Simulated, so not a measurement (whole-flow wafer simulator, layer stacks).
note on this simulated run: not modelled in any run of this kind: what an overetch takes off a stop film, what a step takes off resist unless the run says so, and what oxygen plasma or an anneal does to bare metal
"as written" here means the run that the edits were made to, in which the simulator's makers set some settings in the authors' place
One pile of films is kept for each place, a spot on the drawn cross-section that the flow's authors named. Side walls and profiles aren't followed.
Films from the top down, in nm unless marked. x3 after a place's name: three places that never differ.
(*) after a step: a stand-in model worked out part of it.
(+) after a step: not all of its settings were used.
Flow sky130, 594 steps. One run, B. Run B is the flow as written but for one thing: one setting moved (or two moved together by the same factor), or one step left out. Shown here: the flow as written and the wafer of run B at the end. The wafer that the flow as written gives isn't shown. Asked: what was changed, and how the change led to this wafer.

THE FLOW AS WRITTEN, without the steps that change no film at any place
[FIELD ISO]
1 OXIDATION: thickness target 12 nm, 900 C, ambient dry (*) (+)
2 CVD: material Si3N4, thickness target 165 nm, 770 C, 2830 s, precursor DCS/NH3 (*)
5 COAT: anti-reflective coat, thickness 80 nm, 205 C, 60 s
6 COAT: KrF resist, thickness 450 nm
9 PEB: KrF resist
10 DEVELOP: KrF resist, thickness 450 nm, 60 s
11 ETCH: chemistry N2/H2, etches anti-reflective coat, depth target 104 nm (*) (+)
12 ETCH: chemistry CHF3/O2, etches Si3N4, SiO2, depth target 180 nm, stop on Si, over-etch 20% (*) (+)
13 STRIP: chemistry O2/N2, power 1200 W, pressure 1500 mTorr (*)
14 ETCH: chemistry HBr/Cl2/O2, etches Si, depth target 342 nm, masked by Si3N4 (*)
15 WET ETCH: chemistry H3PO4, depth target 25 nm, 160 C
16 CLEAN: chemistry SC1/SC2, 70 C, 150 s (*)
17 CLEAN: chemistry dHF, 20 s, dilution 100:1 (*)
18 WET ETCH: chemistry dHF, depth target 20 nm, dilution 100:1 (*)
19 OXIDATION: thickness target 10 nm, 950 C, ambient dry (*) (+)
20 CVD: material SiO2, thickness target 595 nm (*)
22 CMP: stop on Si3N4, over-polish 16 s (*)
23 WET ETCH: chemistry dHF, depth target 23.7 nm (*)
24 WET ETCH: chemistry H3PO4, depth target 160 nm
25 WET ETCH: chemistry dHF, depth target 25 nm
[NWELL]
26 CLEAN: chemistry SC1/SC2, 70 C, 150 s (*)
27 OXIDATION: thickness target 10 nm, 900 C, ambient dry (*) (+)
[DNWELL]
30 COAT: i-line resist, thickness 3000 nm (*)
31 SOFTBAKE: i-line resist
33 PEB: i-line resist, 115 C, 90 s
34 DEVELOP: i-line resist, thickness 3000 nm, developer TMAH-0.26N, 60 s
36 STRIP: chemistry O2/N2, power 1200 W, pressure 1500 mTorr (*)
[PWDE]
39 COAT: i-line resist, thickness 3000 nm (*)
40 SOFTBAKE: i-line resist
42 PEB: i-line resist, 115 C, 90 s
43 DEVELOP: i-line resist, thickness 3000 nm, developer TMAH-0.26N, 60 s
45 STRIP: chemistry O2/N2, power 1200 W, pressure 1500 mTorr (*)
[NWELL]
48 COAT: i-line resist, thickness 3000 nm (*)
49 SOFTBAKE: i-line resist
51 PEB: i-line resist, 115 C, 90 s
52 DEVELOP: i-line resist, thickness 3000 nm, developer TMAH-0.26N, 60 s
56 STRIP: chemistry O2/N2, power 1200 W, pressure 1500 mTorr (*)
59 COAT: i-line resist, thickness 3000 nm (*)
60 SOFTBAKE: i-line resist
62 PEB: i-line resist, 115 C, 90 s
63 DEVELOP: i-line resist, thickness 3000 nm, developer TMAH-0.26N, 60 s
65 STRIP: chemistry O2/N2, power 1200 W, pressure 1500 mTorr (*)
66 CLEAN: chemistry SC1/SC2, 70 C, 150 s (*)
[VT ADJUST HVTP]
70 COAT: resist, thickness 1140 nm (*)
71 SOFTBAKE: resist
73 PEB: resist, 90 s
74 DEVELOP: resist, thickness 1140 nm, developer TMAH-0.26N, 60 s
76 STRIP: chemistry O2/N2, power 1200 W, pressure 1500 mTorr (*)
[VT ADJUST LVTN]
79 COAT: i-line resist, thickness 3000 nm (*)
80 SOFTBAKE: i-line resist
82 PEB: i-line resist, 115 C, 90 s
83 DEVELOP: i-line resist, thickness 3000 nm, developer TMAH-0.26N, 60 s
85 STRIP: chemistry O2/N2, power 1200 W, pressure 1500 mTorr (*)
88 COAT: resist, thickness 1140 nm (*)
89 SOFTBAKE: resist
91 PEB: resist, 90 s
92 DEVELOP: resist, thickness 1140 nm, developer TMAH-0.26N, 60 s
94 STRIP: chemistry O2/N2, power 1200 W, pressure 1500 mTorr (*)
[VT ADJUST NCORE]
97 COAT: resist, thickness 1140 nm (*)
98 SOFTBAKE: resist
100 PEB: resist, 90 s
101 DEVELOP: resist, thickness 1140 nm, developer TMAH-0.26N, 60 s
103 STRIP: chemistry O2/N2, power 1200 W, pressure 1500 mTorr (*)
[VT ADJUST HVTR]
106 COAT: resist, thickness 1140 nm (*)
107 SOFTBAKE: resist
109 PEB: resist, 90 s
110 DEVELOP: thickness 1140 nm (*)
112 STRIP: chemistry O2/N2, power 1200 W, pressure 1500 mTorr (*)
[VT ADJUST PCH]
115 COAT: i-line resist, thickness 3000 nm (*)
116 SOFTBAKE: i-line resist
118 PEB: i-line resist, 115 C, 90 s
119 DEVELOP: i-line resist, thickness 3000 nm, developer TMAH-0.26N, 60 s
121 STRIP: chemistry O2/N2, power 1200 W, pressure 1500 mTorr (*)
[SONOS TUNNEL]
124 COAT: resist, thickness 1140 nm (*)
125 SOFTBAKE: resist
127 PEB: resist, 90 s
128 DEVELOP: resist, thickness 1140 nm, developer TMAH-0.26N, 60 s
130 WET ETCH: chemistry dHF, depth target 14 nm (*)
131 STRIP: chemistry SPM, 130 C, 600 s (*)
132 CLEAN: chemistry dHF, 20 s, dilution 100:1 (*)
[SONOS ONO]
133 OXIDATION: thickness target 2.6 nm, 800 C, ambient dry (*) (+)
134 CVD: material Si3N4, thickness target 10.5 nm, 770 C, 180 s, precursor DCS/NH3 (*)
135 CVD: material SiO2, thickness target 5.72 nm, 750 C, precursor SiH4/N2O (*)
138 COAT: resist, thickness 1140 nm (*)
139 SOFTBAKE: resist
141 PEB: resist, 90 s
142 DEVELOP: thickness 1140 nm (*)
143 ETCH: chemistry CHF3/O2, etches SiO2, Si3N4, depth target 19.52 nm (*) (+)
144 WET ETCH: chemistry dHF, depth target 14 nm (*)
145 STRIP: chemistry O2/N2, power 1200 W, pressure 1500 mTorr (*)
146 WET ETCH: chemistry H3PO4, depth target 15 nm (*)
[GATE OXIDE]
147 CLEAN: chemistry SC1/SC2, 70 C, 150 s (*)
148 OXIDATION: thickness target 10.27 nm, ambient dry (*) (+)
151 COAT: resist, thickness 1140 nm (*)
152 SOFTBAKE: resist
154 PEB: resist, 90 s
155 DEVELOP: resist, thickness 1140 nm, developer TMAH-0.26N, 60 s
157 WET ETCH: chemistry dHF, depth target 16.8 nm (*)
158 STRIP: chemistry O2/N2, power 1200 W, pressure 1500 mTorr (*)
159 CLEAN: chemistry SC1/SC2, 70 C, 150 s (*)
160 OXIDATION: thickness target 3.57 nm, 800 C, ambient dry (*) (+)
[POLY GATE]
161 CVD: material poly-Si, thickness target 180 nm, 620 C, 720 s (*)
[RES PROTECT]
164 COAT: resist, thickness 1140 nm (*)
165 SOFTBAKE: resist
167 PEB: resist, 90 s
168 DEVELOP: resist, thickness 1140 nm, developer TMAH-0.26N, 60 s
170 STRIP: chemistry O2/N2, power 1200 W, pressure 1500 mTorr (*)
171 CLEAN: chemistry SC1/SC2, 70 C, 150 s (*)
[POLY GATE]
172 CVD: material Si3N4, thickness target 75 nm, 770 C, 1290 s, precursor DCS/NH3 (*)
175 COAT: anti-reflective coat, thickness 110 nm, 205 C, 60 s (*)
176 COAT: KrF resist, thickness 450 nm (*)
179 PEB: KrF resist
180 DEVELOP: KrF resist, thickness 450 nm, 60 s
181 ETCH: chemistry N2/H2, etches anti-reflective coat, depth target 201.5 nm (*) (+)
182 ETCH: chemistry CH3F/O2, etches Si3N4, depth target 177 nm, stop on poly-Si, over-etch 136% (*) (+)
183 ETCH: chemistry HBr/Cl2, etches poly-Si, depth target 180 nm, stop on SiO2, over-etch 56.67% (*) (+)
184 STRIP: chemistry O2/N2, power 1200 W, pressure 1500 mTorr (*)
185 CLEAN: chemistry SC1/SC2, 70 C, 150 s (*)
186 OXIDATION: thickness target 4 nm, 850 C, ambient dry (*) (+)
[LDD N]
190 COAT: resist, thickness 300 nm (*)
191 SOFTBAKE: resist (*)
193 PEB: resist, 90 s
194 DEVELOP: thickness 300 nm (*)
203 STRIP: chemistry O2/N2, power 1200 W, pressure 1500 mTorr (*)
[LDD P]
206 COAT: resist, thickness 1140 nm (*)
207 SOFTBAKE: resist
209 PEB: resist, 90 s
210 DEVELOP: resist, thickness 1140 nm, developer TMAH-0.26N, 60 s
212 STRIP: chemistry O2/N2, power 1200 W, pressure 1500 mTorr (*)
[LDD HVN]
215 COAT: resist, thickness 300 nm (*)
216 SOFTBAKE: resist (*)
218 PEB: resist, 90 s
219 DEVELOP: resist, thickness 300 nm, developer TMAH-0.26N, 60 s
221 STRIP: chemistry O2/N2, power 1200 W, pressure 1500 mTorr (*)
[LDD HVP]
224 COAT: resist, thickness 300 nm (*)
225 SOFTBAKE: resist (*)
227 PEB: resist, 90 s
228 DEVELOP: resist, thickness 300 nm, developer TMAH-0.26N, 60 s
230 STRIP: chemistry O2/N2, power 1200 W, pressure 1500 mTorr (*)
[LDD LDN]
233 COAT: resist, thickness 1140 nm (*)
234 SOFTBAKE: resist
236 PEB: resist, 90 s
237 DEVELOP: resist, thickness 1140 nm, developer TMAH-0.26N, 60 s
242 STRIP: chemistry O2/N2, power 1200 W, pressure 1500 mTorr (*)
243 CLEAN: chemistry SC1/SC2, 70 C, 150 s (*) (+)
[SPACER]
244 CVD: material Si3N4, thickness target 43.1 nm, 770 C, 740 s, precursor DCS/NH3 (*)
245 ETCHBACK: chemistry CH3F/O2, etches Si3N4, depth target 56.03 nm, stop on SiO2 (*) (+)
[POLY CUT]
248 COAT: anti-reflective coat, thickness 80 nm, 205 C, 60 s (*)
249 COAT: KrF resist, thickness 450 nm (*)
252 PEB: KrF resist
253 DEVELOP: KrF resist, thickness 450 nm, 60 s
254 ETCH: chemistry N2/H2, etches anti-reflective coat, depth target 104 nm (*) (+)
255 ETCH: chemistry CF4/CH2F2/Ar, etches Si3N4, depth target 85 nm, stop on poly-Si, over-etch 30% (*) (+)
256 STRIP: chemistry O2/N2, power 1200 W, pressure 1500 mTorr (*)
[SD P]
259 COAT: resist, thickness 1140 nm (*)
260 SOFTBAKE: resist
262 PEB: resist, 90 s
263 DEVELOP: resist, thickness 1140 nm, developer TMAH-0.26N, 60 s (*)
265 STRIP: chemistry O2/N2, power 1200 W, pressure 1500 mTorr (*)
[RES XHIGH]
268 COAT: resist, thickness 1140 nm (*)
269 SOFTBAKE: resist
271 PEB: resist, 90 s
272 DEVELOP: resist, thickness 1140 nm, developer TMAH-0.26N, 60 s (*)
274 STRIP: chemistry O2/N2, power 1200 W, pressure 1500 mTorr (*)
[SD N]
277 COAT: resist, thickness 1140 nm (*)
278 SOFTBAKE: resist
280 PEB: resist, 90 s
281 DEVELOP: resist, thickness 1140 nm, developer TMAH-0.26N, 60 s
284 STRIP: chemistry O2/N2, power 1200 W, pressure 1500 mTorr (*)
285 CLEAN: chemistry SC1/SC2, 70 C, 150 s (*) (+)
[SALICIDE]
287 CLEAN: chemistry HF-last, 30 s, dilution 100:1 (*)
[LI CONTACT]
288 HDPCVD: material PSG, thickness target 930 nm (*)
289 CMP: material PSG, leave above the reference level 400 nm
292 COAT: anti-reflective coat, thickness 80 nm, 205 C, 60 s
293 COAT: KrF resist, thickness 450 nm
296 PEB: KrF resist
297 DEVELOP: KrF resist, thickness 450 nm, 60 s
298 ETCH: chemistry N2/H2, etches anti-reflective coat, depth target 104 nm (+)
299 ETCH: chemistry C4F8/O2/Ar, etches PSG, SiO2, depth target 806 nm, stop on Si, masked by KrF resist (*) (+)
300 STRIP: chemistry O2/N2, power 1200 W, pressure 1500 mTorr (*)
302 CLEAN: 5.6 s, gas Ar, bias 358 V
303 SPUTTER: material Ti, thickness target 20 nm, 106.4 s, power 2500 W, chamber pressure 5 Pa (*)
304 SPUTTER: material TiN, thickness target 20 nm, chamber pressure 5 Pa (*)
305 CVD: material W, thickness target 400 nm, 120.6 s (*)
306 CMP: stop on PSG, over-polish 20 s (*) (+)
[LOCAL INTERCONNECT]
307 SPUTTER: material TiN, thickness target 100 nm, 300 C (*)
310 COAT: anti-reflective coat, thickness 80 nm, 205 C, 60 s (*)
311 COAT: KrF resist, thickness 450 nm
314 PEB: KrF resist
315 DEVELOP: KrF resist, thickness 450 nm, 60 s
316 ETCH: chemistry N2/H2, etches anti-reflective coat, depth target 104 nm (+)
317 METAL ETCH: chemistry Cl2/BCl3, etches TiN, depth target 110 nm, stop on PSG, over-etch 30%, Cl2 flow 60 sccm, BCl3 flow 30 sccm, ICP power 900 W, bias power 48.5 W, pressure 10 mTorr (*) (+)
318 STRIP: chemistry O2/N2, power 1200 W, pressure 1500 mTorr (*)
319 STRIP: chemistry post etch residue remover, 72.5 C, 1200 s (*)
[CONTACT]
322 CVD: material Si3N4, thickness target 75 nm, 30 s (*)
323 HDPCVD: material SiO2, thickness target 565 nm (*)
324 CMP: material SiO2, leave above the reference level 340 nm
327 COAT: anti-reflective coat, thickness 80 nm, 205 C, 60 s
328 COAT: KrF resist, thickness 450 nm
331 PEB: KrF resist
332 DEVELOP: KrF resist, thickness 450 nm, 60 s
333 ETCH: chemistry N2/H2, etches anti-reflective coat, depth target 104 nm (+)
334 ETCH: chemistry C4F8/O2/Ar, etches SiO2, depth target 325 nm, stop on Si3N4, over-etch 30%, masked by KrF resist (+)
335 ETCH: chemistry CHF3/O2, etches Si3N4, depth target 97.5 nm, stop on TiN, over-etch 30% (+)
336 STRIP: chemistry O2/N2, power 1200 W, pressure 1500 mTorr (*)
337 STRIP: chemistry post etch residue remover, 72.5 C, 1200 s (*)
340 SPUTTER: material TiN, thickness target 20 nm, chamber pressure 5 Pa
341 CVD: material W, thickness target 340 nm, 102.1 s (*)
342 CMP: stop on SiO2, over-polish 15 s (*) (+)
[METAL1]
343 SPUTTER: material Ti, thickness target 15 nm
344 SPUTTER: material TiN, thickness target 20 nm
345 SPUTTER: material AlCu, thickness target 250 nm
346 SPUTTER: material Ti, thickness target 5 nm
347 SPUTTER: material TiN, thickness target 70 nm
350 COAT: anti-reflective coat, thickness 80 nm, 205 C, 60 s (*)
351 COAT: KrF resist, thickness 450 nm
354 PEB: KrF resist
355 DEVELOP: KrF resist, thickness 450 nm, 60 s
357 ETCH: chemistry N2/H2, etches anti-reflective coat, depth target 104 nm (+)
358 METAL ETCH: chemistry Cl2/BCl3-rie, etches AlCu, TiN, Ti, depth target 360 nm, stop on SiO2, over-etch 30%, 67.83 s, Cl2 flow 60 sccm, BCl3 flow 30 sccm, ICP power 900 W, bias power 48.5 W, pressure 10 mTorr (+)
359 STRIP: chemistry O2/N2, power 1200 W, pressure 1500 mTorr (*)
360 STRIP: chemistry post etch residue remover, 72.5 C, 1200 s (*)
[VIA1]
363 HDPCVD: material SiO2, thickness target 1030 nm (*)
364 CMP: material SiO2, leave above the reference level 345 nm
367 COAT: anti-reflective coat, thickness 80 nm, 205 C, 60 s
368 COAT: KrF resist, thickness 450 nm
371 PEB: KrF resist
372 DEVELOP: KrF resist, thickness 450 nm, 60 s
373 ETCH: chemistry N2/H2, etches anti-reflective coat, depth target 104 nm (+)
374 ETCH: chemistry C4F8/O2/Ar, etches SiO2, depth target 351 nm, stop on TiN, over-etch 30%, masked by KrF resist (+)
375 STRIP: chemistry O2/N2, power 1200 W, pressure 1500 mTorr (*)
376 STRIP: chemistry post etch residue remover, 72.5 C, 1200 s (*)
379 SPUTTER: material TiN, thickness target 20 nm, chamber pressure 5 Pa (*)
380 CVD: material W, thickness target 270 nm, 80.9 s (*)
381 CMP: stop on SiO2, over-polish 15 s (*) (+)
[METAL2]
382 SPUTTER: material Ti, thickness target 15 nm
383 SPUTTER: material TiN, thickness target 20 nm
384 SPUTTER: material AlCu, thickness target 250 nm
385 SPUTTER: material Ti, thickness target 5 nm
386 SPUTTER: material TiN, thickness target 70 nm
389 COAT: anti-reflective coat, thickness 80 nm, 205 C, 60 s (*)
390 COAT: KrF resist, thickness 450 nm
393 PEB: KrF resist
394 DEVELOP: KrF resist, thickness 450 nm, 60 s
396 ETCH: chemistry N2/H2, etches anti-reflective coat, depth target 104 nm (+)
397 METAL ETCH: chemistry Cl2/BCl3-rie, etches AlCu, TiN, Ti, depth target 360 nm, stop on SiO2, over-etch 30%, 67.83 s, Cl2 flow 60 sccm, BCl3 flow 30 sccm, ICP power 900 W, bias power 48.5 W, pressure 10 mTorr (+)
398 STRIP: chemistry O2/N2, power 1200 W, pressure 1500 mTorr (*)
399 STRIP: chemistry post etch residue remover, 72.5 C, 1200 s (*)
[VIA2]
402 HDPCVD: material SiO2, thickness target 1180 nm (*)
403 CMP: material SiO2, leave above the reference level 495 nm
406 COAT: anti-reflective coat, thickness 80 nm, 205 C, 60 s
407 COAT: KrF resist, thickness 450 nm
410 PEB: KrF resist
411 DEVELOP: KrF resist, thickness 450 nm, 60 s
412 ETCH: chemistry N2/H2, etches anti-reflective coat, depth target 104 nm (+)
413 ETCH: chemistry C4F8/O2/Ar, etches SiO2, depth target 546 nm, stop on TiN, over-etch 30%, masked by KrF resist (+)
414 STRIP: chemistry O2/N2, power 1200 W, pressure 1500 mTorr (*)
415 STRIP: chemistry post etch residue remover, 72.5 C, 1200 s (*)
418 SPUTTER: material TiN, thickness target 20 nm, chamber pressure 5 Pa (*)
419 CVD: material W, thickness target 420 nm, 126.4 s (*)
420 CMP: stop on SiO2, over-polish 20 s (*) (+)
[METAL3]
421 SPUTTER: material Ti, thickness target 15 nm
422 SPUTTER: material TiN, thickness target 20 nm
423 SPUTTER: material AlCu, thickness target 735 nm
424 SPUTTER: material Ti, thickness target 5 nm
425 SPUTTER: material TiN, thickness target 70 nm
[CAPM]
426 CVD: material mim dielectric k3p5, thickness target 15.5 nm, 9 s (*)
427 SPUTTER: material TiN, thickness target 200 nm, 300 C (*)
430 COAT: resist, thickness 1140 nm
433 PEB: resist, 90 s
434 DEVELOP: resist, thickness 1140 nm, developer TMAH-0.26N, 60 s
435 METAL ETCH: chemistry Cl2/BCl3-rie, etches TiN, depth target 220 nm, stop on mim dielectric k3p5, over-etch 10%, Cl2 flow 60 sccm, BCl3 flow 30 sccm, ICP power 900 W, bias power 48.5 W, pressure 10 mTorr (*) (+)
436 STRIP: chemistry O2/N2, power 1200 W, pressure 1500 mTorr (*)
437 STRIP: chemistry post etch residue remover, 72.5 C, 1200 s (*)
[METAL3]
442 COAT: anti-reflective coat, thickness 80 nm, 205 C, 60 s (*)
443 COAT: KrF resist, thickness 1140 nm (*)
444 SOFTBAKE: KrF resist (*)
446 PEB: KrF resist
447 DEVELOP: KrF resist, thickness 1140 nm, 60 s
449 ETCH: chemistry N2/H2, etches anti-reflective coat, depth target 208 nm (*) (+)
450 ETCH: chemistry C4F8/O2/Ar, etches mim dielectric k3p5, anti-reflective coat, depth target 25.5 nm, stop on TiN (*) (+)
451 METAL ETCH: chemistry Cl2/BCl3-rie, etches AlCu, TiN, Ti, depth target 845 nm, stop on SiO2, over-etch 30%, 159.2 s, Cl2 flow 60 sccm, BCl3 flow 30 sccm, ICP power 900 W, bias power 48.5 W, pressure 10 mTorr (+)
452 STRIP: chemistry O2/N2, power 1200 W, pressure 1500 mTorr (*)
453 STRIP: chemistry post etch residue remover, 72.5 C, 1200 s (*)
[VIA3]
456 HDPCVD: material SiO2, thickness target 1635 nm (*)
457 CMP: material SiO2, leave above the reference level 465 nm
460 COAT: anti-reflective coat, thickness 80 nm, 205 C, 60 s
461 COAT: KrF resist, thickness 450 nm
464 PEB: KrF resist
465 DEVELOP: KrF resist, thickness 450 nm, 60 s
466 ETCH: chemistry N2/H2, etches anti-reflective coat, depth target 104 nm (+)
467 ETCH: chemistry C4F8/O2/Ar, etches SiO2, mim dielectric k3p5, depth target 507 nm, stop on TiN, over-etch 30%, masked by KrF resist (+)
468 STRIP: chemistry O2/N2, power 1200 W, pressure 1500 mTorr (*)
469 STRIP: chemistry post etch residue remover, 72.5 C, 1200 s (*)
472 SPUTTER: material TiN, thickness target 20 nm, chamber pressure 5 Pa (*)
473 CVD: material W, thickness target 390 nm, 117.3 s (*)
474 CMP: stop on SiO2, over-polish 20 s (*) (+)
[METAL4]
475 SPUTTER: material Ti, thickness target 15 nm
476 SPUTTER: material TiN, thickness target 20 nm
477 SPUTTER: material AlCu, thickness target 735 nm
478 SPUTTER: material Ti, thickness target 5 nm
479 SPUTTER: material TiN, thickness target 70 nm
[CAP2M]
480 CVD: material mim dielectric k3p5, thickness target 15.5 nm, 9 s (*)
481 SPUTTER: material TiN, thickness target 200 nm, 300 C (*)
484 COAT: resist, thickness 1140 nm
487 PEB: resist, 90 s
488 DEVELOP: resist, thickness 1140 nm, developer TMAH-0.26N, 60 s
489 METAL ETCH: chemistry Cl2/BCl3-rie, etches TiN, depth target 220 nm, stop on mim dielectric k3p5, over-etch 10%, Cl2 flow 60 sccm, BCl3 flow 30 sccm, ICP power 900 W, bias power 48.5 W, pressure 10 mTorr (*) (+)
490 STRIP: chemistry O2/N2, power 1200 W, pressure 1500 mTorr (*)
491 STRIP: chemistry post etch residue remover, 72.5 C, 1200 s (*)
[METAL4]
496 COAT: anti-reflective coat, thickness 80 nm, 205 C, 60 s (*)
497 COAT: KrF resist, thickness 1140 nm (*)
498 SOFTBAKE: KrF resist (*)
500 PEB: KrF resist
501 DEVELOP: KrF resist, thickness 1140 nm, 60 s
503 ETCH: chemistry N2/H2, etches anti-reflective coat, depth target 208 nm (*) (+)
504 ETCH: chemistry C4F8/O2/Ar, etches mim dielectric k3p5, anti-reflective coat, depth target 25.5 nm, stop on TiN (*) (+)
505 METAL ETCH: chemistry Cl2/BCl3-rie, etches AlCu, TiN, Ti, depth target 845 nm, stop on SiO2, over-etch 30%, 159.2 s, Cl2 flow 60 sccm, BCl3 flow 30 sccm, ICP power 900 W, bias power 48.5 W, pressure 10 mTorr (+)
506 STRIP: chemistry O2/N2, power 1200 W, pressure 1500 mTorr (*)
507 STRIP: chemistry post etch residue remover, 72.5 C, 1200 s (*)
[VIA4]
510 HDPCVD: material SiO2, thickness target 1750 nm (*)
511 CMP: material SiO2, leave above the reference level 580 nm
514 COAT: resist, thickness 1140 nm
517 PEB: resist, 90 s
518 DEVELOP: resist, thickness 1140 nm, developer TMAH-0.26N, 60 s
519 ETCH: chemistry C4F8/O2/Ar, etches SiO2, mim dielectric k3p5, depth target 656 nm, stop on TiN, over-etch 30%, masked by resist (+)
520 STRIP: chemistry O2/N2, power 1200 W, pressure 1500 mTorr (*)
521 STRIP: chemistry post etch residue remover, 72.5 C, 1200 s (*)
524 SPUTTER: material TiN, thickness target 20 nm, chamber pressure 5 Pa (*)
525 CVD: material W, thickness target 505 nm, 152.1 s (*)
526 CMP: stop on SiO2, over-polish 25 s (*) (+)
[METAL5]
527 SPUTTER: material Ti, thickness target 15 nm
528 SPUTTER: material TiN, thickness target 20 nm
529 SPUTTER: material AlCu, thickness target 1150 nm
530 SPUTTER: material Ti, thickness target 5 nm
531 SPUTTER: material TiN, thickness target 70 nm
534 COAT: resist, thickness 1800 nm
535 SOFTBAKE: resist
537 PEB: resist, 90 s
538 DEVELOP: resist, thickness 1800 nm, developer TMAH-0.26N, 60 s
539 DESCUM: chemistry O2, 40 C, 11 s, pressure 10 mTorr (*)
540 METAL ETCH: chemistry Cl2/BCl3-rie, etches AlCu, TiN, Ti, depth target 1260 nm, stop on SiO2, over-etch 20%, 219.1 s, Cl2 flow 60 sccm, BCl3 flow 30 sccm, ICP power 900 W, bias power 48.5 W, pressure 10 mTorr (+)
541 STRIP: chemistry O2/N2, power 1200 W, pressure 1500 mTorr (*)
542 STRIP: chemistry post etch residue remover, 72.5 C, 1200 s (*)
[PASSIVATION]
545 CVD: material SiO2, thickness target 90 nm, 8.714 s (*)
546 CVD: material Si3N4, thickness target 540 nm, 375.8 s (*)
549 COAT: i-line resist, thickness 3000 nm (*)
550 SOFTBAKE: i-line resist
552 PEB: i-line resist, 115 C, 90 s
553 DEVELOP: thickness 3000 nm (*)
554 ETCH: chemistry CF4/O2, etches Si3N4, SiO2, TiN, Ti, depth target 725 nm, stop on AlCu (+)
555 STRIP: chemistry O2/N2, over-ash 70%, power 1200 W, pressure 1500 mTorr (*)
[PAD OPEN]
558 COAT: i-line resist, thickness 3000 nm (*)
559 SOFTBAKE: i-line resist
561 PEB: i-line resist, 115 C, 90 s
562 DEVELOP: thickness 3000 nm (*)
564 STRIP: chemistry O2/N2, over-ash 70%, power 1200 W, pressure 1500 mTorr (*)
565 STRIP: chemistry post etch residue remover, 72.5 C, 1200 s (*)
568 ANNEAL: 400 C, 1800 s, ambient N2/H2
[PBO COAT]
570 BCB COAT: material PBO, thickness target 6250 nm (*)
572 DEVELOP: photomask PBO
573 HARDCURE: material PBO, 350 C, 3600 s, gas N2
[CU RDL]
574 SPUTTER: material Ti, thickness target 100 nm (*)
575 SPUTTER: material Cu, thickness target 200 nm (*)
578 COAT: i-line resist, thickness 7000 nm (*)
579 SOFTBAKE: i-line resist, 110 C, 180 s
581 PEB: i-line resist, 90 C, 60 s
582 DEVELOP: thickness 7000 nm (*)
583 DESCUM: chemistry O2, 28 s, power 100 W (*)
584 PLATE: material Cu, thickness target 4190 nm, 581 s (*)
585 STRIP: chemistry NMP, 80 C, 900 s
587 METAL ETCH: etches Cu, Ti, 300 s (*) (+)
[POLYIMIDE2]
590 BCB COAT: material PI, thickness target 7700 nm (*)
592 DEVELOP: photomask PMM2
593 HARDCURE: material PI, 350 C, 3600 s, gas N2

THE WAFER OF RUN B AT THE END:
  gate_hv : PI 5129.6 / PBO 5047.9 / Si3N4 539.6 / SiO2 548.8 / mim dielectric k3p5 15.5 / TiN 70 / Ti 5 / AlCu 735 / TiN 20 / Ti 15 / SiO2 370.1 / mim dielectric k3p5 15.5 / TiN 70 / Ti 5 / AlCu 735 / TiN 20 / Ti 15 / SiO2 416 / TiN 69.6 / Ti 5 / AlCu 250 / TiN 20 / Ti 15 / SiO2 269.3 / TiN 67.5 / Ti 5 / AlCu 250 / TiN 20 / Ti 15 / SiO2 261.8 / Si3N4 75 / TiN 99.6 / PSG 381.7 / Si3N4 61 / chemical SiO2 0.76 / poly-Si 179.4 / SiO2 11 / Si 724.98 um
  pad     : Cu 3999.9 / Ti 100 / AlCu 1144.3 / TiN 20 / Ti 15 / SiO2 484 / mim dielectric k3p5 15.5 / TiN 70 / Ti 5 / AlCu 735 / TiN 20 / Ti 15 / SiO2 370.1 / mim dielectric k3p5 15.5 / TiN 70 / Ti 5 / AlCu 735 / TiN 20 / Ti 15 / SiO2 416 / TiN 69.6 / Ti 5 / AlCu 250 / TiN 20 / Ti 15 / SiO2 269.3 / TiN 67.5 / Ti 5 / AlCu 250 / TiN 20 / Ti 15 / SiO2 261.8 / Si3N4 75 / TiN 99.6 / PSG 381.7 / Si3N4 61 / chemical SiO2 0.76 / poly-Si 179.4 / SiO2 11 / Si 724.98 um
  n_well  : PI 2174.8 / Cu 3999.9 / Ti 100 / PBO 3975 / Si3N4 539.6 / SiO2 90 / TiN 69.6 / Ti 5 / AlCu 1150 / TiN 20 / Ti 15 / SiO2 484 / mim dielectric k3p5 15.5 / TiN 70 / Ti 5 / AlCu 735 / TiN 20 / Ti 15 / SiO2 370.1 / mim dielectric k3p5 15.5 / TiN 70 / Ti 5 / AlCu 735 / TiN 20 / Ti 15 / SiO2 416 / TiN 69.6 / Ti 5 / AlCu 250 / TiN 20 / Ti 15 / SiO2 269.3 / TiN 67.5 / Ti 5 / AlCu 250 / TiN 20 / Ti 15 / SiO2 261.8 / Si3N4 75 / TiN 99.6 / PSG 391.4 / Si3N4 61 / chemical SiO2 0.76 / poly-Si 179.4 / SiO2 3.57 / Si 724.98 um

The cause: step 347, SPUTTER: thickness target 67.9 nm was run, where the flow has thickness target 70 nm.

How the change led to this, step by step:
  347 SPUTTER: material TiN, thickness target 70 nm
      field, active, n_well and 188 more: TiN +67.9 (new film) (as written it would be: TiN +70 (new film))
  358 METAL ETCH: chemistry Cl2/BCl3-rie, etches AlCu, TiN, Ti, depth target 360 nm, stop on SiO2, over-etch 30%, 67.83 s, Cl2 flow 60 sccm, BCl3 flow 30 sccm, ICP power 900 W, bias power 48.5 W, pressure 10 mTorr (+)
      field, active, gate and 81 more: TiN -66.6 (all of it), Ti -5 (all of it), AlCu -250 (all of it), TiN -20 (all of it), Ti -15 (all of it), SiO2 -11.1 (as written it would be: TiN -68.7 (all of it), Ti -5 (all of it), AlCu -250 (all of it), TiN -20 (all of it), Ti -15 (all of it), SiO2 -10.9)
